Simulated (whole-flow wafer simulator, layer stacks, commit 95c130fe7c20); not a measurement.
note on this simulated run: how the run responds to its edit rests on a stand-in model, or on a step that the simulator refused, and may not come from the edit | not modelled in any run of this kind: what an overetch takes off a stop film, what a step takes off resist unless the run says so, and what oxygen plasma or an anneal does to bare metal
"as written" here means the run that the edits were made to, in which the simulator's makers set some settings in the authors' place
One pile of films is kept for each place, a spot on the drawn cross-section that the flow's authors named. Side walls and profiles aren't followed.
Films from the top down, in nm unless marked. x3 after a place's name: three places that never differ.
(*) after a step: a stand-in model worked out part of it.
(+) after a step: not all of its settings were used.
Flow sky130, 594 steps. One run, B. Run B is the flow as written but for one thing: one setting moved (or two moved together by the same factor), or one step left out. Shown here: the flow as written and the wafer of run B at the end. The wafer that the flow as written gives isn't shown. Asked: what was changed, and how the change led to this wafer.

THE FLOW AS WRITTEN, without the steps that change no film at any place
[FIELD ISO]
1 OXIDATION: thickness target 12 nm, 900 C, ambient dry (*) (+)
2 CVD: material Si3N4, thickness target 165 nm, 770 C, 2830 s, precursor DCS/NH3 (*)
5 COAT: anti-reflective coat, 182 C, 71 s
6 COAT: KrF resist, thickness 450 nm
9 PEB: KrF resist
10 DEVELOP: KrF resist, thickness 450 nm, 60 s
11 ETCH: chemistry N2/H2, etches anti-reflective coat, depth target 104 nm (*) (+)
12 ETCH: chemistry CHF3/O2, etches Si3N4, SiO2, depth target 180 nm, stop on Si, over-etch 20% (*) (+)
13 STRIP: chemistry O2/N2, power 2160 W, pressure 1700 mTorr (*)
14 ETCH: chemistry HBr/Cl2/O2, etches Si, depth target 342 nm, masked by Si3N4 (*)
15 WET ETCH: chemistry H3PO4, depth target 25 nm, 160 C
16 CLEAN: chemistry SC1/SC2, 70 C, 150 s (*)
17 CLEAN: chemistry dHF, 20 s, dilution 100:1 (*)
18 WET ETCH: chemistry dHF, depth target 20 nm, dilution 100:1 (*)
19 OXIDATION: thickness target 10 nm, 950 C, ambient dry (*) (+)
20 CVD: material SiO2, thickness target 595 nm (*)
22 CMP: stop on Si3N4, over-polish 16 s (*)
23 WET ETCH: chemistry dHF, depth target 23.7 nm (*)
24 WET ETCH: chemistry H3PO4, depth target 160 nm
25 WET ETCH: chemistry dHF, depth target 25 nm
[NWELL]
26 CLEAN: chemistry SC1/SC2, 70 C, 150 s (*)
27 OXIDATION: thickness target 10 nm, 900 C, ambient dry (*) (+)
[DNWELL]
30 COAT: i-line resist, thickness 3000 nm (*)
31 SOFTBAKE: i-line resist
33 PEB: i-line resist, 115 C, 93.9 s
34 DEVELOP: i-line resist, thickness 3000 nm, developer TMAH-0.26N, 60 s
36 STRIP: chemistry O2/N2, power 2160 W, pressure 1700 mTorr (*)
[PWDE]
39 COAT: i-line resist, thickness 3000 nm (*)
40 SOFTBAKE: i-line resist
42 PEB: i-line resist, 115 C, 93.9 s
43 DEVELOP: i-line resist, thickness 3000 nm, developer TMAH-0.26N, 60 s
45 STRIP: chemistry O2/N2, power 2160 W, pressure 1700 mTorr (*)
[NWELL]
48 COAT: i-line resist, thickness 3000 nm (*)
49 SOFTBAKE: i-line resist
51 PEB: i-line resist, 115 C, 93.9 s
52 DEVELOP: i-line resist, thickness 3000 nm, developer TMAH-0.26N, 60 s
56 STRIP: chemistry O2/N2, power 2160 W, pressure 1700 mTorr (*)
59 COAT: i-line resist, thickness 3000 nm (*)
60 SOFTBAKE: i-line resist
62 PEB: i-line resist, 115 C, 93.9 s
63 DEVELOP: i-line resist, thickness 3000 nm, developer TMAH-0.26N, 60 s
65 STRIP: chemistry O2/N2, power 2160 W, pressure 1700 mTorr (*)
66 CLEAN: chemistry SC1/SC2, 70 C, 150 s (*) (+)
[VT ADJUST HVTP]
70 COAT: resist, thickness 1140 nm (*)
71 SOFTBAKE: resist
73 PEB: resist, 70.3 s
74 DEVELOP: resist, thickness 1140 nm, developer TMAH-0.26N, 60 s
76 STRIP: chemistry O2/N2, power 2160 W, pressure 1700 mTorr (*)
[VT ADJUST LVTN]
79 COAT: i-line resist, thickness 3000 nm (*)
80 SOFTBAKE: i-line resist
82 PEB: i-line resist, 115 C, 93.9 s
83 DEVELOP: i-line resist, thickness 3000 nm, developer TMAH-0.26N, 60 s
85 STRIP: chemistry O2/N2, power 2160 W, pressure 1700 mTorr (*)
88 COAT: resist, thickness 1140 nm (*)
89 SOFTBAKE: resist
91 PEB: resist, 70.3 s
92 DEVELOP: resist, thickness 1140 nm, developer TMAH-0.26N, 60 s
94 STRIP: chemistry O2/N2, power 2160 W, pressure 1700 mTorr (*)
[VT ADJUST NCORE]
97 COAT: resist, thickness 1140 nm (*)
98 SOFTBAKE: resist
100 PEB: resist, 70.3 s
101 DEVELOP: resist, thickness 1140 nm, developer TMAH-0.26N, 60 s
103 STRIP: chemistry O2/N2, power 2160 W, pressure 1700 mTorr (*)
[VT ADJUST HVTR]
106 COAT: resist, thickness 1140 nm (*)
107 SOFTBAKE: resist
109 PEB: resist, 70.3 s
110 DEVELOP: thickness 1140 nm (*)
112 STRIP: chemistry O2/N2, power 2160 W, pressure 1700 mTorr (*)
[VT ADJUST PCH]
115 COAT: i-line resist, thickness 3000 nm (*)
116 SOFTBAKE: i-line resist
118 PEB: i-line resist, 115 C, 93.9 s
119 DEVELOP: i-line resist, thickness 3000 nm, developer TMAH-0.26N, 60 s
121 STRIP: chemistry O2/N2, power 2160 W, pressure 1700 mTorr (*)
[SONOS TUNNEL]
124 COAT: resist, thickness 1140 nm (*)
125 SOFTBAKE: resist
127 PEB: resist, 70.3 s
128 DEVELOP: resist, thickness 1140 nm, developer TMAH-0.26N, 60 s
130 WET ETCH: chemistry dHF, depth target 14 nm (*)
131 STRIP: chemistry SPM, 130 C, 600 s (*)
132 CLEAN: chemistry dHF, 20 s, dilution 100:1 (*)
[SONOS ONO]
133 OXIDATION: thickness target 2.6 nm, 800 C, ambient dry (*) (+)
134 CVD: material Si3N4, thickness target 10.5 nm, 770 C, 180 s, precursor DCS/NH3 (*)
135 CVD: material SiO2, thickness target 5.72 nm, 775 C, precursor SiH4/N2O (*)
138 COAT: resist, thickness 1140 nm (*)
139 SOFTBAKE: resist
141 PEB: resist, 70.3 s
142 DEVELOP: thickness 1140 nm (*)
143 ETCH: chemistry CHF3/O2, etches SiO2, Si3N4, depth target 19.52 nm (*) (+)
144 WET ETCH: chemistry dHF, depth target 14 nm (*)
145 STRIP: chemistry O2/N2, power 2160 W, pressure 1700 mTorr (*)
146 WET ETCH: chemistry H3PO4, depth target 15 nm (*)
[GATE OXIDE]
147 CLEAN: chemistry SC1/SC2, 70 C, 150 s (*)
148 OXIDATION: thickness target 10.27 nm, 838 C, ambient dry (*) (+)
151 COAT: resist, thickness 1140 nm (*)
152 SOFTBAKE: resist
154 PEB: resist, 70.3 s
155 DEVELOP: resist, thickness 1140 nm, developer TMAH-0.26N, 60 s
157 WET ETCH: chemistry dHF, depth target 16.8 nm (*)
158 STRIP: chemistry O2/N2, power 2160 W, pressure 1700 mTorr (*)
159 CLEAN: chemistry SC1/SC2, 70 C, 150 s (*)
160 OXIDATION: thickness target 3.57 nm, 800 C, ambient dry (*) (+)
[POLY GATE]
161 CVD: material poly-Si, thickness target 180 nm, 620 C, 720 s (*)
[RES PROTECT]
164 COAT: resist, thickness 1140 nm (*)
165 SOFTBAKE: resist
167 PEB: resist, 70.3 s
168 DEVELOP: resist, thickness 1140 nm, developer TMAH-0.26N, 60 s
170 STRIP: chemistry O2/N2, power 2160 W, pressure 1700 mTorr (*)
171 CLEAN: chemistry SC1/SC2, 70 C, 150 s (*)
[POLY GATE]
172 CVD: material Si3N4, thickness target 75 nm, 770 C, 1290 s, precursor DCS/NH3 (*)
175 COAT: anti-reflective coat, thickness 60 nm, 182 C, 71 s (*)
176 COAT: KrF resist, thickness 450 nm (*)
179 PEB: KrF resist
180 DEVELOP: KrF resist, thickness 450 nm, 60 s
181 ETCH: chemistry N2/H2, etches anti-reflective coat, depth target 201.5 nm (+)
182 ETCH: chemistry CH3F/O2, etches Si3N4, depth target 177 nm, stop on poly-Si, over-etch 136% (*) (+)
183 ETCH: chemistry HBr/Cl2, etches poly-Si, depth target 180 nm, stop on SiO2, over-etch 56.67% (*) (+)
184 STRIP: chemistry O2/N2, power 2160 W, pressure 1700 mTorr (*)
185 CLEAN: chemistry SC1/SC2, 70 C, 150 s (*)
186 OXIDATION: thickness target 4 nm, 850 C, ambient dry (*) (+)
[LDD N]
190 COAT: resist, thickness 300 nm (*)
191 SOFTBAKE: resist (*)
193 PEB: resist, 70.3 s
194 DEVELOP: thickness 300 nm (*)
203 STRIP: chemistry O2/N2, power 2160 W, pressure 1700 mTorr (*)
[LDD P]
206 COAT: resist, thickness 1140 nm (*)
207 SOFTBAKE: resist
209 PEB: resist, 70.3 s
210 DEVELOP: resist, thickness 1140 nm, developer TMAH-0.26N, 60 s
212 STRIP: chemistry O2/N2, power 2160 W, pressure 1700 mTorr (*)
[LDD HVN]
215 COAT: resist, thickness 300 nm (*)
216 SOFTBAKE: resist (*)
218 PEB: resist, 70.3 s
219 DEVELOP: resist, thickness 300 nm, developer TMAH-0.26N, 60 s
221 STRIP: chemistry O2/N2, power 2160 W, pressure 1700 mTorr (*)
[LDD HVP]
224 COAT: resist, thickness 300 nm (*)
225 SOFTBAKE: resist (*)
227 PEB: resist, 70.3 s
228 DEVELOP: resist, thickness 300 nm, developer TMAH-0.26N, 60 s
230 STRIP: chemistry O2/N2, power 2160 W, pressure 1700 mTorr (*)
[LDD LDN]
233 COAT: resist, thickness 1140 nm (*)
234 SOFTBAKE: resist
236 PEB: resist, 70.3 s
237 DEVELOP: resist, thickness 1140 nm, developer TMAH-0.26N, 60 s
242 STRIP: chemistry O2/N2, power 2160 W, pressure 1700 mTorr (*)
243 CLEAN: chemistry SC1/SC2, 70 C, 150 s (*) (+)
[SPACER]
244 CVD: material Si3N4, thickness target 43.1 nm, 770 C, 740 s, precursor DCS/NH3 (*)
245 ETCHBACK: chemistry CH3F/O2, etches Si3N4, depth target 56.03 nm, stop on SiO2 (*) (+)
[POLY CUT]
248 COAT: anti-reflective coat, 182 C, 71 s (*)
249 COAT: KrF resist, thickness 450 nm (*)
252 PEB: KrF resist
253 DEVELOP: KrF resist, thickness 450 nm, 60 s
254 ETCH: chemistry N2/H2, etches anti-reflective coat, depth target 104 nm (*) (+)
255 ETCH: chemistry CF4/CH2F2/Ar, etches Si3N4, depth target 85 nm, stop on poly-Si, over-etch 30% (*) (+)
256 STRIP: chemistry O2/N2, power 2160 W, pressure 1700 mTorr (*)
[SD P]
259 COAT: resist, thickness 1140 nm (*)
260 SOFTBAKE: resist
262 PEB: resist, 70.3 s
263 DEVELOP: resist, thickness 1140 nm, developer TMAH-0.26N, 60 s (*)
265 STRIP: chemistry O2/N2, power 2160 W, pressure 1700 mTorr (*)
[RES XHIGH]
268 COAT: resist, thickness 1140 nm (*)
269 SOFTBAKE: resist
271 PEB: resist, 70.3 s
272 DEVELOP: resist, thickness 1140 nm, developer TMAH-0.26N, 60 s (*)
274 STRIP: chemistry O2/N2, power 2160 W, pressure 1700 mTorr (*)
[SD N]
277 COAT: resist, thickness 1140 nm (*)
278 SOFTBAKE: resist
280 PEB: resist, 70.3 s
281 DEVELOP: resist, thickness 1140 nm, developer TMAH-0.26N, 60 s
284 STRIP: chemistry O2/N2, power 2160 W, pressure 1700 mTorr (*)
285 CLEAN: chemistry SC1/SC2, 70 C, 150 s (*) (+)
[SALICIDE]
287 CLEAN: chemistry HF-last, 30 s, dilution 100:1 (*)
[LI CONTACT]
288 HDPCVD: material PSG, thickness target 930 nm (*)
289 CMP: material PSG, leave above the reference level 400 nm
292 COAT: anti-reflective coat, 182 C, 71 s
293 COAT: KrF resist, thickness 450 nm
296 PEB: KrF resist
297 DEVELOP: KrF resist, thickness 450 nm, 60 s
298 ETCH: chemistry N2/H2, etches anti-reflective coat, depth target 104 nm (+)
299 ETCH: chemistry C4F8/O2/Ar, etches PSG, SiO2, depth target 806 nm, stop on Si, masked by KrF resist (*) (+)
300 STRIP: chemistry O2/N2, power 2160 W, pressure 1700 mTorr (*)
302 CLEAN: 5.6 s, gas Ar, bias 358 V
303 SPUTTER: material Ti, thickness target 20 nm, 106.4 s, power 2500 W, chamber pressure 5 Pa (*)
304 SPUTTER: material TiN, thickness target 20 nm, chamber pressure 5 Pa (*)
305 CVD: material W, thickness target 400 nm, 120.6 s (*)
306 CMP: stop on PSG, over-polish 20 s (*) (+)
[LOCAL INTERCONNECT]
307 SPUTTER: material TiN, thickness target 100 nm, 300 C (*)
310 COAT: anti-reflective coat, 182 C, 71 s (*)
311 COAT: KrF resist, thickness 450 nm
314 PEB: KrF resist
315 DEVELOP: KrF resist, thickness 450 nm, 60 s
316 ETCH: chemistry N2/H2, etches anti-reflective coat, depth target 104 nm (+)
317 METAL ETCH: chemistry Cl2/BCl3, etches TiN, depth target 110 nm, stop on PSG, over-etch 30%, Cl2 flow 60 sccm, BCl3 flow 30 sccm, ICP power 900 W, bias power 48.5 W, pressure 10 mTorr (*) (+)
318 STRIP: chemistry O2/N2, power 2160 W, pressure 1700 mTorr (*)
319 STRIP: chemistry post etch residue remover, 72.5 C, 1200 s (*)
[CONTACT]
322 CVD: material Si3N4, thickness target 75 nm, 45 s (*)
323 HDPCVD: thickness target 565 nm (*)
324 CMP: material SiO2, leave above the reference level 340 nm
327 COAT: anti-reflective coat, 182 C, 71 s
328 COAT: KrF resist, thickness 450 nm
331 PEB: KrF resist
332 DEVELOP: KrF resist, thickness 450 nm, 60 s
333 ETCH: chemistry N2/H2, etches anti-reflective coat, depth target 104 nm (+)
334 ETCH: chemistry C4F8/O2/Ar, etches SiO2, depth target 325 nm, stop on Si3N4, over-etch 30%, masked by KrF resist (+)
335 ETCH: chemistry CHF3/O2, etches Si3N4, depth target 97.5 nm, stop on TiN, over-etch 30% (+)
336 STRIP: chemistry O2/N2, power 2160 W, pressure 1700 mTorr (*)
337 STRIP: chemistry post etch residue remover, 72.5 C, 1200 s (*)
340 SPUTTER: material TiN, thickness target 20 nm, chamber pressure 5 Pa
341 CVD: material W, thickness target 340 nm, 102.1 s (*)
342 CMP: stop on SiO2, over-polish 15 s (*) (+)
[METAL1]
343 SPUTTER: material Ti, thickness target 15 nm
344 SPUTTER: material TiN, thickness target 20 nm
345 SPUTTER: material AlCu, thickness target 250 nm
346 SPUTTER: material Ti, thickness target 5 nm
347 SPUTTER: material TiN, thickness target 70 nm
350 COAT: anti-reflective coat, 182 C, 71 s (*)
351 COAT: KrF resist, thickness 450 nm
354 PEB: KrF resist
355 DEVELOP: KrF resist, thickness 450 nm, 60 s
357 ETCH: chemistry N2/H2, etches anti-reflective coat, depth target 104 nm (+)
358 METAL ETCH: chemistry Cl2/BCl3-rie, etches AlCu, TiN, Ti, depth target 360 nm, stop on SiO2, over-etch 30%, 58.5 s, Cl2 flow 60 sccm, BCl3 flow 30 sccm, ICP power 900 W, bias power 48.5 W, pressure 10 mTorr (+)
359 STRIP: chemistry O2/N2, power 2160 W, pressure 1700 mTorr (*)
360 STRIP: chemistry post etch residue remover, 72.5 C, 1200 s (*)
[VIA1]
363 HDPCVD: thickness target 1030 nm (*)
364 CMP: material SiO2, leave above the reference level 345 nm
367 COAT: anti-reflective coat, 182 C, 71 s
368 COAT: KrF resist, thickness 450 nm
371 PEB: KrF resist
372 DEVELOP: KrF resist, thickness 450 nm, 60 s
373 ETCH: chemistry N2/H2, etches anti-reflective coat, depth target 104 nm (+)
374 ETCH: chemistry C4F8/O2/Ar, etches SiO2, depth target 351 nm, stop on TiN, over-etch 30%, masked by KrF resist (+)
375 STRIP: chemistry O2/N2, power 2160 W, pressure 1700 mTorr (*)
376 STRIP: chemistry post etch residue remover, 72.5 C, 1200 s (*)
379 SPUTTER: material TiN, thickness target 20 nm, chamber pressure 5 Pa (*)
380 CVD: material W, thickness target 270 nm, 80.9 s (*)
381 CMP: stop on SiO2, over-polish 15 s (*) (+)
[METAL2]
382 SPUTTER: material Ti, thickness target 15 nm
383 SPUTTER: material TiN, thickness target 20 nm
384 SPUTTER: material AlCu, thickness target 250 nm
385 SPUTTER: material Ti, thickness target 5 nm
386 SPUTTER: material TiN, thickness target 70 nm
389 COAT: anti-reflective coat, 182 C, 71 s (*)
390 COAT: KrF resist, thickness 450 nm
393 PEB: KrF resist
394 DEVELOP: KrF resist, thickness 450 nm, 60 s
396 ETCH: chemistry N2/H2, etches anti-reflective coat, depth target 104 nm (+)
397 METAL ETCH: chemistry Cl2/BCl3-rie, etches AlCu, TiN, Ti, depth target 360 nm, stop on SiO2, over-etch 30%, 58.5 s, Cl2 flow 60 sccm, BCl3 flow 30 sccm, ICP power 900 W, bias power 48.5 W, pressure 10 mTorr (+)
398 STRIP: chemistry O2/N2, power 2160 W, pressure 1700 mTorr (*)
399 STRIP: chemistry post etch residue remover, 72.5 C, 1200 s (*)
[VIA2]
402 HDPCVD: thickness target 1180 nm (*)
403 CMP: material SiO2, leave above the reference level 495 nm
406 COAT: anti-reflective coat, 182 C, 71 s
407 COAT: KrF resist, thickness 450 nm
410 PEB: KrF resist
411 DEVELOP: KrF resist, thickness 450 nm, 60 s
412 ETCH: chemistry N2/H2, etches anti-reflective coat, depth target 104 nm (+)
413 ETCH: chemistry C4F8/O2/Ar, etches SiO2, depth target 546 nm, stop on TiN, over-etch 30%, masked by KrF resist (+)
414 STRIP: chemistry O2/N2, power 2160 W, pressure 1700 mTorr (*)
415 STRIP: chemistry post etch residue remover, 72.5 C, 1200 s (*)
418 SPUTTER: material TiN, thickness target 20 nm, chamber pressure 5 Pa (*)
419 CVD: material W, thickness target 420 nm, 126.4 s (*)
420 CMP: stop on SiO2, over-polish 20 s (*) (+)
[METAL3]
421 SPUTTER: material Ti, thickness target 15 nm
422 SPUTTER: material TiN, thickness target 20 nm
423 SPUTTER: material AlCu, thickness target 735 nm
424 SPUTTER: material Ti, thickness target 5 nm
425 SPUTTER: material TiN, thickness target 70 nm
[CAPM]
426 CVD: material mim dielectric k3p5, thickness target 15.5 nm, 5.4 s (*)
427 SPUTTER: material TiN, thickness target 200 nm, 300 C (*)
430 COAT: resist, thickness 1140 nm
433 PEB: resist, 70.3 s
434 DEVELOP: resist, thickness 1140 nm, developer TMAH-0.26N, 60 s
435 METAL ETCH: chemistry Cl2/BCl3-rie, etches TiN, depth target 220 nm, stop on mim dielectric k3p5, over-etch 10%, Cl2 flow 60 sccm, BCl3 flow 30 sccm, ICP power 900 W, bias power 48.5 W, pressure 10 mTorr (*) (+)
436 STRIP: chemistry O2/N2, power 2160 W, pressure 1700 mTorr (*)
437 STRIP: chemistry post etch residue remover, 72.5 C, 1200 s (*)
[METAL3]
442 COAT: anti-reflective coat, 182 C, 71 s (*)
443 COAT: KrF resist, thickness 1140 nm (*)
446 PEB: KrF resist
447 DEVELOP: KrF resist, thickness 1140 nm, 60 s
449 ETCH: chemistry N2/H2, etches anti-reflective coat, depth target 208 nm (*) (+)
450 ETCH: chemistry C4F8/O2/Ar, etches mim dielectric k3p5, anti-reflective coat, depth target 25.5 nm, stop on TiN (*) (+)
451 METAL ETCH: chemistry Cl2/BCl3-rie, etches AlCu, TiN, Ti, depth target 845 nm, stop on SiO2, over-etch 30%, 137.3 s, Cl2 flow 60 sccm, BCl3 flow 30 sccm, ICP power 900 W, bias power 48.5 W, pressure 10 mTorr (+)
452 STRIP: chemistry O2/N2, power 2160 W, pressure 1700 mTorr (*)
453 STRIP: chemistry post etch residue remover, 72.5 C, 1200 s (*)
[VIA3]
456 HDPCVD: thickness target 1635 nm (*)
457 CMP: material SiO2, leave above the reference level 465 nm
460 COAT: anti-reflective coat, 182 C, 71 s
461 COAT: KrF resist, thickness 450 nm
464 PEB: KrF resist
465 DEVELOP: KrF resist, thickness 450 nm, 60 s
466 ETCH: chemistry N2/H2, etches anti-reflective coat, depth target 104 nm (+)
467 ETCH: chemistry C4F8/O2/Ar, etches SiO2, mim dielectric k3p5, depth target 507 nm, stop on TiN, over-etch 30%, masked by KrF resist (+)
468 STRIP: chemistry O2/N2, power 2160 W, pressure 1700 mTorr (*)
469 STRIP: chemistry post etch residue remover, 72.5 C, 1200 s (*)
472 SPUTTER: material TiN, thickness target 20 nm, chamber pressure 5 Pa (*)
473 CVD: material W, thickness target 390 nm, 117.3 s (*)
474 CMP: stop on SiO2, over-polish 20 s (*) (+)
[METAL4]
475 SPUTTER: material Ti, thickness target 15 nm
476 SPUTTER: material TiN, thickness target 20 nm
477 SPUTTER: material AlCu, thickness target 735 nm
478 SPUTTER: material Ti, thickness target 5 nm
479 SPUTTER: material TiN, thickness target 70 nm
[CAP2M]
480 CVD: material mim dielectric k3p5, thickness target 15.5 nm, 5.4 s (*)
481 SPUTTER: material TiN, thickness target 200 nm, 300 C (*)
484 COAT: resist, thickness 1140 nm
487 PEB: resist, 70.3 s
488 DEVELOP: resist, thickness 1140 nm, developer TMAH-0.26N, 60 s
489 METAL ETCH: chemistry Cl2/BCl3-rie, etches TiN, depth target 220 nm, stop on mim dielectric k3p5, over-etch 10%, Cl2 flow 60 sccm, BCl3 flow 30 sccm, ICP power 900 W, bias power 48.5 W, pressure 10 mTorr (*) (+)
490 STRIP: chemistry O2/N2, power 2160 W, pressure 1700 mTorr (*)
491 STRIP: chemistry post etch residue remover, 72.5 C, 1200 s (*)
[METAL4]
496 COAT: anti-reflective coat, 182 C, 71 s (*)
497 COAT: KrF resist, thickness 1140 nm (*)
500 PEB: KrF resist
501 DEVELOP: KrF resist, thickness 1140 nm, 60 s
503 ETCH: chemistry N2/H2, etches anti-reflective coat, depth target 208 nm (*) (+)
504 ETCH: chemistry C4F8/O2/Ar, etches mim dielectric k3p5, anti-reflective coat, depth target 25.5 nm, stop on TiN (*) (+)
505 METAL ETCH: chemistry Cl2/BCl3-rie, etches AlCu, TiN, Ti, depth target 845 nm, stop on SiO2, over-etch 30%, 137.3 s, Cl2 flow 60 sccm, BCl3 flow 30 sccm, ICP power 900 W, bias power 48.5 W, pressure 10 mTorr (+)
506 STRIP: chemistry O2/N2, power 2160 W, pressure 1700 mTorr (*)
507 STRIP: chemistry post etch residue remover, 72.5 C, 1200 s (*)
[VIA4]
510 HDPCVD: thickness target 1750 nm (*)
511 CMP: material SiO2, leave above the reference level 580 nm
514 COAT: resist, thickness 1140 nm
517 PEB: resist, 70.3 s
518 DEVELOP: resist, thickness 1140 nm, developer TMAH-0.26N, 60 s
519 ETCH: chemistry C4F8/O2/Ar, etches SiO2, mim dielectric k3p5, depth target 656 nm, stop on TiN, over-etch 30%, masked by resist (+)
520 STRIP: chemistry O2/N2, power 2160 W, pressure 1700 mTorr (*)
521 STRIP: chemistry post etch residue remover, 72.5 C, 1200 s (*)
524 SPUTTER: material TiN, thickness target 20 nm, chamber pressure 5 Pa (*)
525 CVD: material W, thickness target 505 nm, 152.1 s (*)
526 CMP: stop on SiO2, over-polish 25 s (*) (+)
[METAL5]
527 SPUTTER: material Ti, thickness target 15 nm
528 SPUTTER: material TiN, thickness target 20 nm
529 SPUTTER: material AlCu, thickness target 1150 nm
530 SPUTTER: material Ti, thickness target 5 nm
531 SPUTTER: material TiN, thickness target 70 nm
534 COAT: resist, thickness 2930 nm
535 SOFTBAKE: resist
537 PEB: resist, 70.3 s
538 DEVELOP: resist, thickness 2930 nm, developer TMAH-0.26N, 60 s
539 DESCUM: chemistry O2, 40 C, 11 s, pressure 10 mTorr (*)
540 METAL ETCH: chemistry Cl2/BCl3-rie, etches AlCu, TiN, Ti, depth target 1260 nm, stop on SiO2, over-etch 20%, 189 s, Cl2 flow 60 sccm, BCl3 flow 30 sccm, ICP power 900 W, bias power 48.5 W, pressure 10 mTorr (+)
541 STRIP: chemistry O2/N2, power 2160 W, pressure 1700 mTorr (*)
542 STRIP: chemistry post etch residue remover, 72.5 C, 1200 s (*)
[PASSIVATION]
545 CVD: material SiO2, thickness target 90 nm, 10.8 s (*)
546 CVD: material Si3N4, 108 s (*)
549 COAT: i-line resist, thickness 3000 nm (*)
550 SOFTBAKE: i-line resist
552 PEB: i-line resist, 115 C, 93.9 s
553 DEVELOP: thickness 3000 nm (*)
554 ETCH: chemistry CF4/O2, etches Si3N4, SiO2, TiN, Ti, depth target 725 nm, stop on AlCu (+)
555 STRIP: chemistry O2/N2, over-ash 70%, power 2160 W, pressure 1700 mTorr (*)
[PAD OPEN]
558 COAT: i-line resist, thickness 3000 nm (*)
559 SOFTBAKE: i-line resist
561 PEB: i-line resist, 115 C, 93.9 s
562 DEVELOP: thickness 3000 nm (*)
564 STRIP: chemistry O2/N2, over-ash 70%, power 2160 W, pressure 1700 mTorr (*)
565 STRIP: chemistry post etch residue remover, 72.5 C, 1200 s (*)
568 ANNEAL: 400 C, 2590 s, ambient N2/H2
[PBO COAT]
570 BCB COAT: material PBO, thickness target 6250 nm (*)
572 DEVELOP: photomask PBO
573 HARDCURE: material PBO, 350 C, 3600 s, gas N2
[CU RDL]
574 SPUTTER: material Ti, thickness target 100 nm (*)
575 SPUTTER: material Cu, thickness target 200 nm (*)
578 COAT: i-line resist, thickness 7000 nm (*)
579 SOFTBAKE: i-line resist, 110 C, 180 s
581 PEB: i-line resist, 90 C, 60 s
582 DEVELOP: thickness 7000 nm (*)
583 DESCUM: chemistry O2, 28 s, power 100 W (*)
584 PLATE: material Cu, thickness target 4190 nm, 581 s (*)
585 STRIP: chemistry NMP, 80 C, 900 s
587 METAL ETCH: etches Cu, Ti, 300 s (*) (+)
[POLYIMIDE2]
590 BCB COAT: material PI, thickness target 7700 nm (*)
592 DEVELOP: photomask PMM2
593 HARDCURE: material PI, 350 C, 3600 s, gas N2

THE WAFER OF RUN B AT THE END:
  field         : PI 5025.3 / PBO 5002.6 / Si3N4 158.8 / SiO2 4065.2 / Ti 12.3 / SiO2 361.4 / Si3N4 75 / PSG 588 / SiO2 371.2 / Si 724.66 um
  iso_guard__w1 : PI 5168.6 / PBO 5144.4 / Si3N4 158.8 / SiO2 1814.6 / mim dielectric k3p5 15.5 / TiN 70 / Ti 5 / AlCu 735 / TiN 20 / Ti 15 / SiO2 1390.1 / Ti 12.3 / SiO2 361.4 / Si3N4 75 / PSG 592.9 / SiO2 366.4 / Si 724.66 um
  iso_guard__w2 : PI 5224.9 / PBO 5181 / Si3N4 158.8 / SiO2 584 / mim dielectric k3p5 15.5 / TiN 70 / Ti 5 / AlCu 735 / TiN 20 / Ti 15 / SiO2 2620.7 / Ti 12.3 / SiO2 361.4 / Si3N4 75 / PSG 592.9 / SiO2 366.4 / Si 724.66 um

The cause: step 358, METAL ETCH: depth target 266.4 nm was run, where the flow has depth target 360 nm; step 358, METAL ETCH: 43.3 s was run, where the flow has 58.5 s.

How the change led to this, step by step:
  358 METAL ETCH: chemistry Cl2/BCl3-rie, etches AlCu, TiN, Ti, depth target 360 nm, stop on SiO2, over-etch 30%, 58.5 s, Cl2 flow 60 sccm, BCl3 flow 30 sccm, ICP power 900 W, bias power 48.5 W, pressure 10 mTorr (+)
      field, active, gate and 80 more: TiN -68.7 (all of it), Ti -5 (all of it), AlCu -250 (all of it), TiN -20 (all of it), Ti -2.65 (as written it would be: TiN -68.7 (all of it), Ti -5 (all of it), AlCu -250 (all of it), TiN -20 (all of it), Ti -15 (all of it), SiO2 -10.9)
      rpo_hd: TiN -68.7 (all of it), Ti -5 (all of it), AlCu -250 (all of it), TiN -20 (all of it), Ti -2.66 (as written it would be: TiN -68.7 (all of it), Ti -5 (all of it), AlCu -250 (all of it), TiN -20 (all of it), Ti -15 (all of it), SiO2 -10.9)
      (and at 107 more places)
  359 STRIP: chemistry O2/N2, power 2160 W, pressure 1700 mTorr (*)
      n_well, p_well, gate_hv and 100 more: KrF resist -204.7 (all of it), anti-reflective coat -80 (all of it) (as written it would be: KrF resist -143.8 (all of it), anti-reflective coat -80 (all of it))
      poly_licon, ndiff_licon, ndiff_licon_cpp, rpo_hd_licon: KrF resist -204.7 (all of it), anti-reflective coat -80.5 (all of it) (as written it would be: KrF resist -143.9 (all of it), anti-reflective coat -80.5 (all of it))
  363 HDPCVD: thickness target 1030 nm (*)
      field, active, gate and 81 more: SiO2 +1030 (new film) (as written it would be: SiO2 +1030)
  364 CMP: material SiO2, leave above the reference level 345 nm
      field, active, gate and 81 more: SiO2 -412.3 (as written it would be: SiO2 -389.1)
Counting metal films that touch as one body, field has 1 body; the flow as written gives 0 bodies.
Counting metal films that touch as one body, iso_guard__w1 has 2 bodies (between them, from the top down: SiO2 1390.1); the flow as written gives 1 body.
Counting metal films that touch as one body, iso_guard__w2 has 2 bodies (between them, from the top down: SiO2 2620.7); the flow as written gives 1 body.
